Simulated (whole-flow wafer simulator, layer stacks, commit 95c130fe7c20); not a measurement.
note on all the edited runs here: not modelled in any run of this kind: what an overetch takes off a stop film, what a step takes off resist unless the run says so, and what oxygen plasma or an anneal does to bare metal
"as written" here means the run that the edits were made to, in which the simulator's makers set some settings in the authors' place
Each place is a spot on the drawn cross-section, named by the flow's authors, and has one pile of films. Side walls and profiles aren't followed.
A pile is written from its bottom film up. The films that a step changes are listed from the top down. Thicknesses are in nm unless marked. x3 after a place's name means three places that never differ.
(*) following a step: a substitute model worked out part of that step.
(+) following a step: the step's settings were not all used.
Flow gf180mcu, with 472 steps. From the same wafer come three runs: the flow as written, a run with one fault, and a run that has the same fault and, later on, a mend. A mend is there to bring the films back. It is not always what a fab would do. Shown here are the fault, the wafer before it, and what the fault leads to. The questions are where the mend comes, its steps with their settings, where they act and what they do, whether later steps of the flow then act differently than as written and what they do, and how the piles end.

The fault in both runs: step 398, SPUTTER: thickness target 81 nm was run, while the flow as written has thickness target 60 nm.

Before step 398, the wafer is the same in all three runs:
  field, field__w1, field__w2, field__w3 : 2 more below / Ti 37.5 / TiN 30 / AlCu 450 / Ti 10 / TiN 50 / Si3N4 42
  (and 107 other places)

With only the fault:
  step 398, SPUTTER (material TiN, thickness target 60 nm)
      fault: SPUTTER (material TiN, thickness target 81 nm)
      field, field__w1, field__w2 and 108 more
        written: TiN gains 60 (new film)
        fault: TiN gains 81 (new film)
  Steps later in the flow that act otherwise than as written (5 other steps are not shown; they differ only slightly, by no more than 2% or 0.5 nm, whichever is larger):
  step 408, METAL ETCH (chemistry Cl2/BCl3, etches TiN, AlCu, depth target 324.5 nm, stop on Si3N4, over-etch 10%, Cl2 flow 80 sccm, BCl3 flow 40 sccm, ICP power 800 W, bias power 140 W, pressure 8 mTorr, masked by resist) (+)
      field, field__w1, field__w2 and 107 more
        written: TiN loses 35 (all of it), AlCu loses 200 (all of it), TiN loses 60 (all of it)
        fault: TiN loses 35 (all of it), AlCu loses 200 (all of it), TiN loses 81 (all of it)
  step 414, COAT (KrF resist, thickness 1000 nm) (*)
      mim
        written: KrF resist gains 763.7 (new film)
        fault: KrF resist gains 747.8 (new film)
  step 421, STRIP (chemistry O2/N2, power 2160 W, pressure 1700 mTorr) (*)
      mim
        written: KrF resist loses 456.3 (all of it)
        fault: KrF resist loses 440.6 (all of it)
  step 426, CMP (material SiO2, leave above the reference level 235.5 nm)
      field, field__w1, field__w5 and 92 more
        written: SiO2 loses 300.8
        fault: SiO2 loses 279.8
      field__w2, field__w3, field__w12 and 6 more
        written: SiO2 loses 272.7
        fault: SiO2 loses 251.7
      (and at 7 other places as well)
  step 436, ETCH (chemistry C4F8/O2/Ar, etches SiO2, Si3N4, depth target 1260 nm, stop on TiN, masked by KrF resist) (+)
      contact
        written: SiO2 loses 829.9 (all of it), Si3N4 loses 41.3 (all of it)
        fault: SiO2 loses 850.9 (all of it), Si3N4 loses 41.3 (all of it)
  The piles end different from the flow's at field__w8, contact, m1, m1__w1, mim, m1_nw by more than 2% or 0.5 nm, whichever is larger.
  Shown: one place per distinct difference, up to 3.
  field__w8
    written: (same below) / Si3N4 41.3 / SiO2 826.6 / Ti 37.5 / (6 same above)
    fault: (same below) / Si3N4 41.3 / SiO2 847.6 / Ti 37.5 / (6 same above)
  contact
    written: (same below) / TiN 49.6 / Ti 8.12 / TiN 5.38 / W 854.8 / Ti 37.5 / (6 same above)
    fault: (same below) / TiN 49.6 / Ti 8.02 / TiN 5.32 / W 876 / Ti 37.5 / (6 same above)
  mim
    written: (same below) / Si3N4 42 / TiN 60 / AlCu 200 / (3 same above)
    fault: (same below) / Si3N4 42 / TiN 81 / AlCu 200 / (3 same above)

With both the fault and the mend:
  The mend stands after step 398.
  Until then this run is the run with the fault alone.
  step 398a, METAL ETCH (chemistry Cl2/BCl3, etches TiN, AlCu, Ti, depth target 21 nm, Cl2 flow 80 sccm, BCl3 flow 40 sccm, ICP power 800 W, bias power 140 W, pressure 8 mTorr) (a further turn of the flow's step 260, with different settings)
      field, field__w1, field__w2 and 108 more
        TiN loses 21
  Every later step of the flow that is run acts as written at every place that is followed.
  At every place that both follow, the piles at the end match the flow's.
